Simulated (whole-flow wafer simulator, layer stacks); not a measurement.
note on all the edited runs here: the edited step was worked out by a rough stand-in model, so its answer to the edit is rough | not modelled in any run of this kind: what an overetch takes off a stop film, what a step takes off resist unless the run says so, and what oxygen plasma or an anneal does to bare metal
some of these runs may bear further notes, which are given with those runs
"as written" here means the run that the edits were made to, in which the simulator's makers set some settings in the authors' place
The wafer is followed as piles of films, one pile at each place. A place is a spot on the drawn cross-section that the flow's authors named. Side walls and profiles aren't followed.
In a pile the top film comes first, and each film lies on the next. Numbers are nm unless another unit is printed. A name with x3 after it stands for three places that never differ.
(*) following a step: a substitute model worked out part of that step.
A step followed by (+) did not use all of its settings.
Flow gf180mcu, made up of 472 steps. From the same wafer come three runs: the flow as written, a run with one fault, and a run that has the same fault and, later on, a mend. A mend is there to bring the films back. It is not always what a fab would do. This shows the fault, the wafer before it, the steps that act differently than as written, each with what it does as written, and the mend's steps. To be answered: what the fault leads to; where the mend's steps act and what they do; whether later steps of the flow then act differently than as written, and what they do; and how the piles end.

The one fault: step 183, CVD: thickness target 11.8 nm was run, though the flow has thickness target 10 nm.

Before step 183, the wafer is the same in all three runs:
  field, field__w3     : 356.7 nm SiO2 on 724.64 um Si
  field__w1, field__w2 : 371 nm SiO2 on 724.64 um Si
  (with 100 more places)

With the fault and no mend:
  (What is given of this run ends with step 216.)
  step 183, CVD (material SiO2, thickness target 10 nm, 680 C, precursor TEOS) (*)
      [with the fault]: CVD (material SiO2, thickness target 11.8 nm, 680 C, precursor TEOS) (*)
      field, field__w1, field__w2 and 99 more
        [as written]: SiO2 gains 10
        [with the fault]: SiO2 gains 11.8
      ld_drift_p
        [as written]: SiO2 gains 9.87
        [with the fault]: SiO2 gains 11.6
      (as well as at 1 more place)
  Later steps of the flow acting differently than as written (13 more steps, not shown, differ only slightly: by at most 2% or 0.5 nm, whichever is larger):
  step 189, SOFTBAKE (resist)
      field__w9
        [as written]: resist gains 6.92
        [with the fault]: resist loses 3.07
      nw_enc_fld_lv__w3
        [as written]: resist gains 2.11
        [with the fault]: resist loses 1.6
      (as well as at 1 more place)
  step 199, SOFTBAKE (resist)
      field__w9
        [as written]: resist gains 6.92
        [with the fault]: resist loses 3.07
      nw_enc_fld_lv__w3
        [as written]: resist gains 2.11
        [with the fault]: resist loses 1.6
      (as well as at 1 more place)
  After step 216, at active, n_well, p_well and 52 more, the piles differ from the flow's by more than 2% or 0.5 nm, whichever is larger.
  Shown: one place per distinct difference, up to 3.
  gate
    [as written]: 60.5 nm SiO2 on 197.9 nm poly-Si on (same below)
    [with the fault]: 62.3 nm SiO2 on 197.9 nm poly-Si on (same below)
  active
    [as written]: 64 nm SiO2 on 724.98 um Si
    [with the fault]: 65.8 nm SiO2 on 724.98 um Si
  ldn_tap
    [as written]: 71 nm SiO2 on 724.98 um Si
    [with the fault]: 72.8 nm SiO2 on 724.98 um Si

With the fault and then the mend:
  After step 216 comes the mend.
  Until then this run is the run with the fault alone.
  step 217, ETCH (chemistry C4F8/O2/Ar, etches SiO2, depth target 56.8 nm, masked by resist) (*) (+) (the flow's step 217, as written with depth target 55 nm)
      field, field__w1, field__w2 and 96 more
        SiO2 loses 56.8
      field__w5, field__w9, field__w13 and 8 more
        resist loses 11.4
      spacer
        SiO2 loses 50 (all of it), Si3N4 loses 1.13
  Later steps of the flow that are run all act as written at every place that is followed, up to a difference of at most 2% or 0.5 nm, whichever is larger.
  At spacer, the piles at the end differ from the flow's by more than 2% or 0.5 nm, whichever is larger.
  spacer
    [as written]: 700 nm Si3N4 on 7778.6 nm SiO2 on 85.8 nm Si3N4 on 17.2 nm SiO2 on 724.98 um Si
    [with the mend]: 700 nm Si3N4 on 7777.1 nm SiO2 on 85.5 nm Si3N4 on 19 nm SiO2 on 724.98 um Si
